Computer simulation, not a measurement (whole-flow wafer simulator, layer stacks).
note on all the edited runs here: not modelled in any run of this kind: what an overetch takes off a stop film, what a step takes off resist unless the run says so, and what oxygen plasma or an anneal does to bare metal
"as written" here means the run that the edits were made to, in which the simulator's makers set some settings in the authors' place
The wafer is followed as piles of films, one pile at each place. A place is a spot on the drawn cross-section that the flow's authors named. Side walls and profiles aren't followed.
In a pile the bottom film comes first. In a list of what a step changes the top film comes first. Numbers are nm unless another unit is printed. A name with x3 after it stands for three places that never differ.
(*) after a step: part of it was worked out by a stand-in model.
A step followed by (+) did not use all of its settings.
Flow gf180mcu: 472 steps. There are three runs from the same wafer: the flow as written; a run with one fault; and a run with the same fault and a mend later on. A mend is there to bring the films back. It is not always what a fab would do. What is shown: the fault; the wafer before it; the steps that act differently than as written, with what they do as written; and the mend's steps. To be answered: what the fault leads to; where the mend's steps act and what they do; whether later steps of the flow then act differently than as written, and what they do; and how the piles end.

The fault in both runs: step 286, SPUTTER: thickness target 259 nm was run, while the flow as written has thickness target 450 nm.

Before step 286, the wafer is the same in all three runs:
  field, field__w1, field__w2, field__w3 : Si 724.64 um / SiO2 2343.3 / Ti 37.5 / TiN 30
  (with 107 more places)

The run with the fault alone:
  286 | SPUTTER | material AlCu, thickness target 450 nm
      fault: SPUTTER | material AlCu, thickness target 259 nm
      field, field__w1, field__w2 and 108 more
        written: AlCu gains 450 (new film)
        fault: AlCu gains 259 (new film)
  Later steps of the flow acting differently than as written:
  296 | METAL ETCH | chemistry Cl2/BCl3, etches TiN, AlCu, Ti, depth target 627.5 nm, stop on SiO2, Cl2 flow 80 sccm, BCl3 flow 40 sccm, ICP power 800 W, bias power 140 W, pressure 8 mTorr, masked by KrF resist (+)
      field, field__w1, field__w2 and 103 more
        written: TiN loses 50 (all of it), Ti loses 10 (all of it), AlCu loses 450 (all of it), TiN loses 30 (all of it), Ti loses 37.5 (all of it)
        fault: TiN loses 50 (all of it), Ti loses 10 (all of it), AlCu loses 259 (all of it), TiN loses 30 (all of it), Ti loses 37.5 (all of it)
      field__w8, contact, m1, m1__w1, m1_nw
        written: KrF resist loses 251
        fault: KrF resist loses 231.9
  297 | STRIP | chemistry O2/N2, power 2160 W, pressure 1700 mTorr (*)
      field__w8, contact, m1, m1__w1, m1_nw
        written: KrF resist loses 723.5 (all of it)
        fault: KrF resist loses 742.6 (all of it)
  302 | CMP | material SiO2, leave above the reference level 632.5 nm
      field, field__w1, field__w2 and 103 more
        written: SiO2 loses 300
        fault: SiO2 loses 491
  By the end, the piles at field, field__w1, field__w2 and 109 more depart from the flow's by more than 2% or 0.5 nm, whichever is larger.
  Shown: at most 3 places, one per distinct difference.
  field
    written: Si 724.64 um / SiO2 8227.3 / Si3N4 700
    fault: Si 724.64 um / SiO2 8036.3 / Si3N4 700
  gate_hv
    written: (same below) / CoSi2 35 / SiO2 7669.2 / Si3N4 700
    fault: (same below) / CoSi2 35 / SiO2 7478.2 / Si3N4 700
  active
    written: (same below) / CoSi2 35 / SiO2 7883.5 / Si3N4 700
    fault: (same below) / CoSi2 35 / SiO2 7692.5 / Si3N4 700

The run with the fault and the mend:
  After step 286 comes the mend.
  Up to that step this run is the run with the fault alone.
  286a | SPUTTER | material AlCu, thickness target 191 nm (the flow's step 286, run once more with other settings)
      field, field__w1, field__w2 and 108 more
        AlCu gains 191
  Every later step of the flow that is run acts as written at every place that is followed.
  At every place that both follow, the piles at the end match the flow's.
